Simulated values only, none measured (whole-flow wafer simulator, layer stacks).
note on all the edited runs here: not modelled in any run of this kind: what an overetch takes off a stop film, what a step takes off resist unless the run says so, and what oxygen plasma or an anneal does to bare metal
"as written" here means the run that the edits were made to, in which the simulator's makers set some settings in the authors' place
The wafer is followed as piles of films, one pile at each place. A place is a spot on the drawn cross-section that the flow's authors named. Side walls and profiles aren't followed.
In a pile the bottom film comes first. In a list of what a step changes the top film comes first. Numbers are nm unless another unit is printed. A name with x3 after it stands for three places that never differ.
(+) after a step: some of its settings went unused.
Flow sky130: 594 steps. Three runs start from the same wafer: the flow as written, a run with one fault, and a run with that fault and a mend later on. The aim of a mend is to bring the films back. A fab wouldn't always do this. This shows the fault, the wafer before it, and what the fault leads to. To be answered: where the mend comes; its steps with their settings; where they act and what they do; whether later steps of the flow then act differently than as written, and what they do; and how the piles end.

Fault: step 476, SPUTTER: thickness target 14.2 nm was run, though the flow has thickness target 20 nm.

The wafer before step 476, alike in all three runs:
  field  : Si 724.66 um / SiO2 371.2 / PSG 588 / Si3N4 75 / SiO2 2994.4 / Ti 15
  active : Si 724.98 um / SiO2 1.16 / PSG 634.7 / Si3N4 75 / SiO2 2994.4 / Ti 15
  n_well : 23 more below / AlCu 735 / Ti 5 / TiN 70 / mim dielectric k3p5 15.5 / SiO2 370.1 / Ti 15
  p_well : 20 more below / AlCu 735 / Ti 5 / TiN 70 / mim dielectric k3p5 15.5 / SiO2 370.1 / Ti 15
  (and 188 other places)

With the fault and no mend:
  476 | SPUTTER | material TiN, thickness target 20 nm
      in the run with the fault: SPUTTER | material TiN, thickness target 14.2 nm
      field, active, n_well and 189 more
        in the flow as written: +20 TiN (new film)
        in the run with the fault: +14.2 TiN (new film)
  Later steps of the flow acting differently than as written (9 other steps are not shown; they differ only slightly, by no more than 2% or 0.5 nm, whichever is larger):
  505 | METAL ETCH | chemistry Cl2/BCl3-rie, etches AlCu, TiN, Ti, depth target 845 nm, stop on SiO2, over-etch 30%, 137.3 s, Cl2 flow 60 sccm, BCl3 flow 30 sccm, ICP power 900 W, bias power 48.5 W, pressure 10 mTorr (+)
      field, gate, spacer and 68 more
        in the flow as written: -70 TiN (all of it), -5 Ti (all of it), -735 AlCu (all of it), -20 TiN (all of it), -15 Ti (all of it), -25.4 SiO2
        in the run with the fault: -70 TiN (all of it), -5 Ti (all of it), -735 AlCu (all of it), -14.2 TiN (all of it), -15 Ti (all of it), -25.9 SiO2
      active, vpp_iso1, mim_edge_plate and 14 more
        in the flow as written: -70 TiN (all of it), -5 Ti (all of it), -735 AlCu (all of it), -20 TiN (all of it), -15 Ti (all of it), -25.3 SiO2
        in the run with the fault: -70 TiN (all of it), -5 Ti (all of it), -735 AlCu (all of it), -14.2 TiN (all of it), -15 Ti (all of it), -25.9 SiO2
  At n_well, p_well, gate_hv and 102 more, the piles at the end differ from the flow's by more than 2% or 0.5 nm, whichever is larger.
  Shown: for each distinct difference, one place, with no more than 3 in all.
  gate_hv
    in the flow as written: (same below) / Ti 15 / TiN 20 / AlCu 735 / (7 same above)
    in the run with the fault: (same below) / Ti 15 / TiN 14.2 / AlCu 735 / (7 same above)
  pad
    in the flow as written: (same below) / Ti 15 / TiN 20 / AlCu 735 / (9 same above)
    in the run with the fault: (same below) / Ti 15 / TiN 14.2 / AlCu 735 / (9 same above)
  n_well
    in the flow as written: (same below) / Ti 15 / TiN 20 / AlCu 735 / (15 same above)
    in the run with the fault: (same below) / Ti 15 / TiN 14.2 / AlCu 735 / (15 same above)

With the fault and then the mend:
  The mend stands after step 476.
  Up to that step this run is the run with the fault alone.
  476a | SPUTTER | material TiN, thickness target 5.8 nm (a further turn of the flow's step 476, with different settings)
      field, active, n_well and 189 more
        +5.8 TiN
  None of the later steps of the flow acts differently than as written at any place that is followed.
  By the end, the piles equal the flow's at every place that both follow.
